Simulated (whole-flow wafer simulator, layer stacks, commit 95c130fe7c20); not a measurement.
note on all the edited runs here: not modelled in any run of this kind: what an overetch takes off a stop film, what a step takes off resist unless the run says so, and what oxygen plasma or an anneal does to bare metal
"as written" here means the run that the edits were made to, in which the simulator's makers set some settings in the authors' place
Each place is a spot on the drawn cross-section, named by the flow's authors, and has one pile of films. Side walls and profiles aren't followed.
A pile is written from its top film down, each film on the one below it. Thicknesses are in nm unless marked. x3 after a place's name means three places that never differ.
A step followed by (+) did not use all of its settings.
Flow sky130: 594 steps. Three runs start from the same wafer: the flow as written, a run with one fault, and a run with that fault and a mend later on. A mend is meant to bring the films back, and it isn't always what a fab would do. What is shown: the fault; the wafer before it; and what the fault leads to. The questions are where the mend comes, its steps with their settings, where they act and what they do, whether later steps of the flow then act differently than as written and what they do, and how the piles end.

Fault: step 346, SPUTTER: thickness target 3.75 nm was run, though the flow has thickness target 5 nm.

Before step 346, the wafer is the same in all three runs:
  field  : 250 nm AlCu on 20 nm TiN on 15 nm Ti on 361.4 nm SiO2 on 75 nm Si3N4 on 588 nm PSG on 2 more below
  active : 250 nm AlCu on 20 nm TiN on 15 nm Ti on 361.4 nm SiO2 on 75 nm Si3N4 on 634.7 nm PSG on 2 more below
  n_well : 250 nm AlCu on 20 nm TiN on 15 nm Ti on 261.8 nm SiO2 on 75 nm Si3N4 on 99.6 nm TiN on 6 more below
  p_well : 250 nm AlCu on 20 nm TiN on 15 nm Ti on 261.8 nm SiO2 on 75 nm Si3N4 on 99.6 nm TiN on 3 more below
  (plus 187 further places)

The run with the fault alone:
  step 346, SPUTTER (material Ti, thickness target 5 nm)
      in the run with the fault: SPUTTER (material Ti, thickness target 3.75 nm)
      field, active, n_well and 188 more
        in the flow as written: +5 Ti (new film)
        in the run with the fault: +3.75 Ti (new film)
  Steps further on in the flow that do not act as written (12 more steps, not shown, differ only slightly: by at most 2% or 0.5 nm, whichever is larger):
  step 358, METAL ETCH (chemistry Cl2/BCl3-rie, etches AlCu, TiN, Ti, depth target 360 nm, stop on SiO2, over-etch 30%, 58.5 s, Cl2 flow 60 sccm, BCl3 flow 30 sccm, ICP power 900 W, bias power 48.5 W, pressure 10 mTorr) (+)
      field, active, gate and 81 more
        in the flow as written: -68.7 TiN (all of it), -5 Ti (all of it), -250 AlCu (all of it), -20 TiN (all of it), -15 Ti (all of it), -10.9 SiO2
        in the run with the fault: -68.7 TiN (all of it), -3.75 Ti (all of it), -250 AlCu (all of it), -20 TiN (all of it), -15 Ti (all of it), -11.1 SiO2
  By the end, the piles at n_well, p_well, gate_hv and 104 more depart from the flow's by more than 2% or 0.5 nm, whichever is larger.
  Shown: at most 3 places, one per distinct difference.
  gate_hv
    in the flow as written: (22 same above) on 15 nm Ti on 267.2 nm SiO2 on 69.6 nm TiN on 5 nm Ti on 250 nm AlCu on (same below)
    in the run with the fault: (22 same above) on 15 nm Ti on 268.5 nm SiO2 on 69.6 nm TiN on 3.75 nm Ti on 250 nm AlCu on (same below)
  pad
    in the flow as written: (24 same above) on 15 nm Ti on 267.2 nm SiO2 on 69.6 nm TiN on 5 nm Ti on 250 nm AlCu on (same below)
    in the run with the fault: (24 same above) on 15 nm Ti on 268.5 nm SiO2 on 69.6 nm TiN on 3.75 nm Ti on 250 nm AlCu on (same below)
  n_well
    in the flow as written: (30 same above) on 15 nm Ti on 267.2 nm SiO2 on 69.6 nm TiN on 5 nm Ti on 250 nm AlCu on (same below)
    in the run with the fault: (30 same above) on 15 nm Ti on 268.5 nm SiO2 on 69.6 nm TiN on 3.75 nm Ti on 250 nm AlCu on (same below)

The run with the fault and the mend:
  After step 346 comes the mend.
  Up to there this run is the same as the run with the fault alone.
  step 346a, SPUTTER (material Ti, thickness target 1.25 nm) (the flow's step 346, run once more with other settings)
      field, active, n_well and 188 more
        +1.25 Ti
  None of the later steps of the flow acts differently than as written at any place that is followed.
  By the end, the piles equal the flow's at every place that both follow.
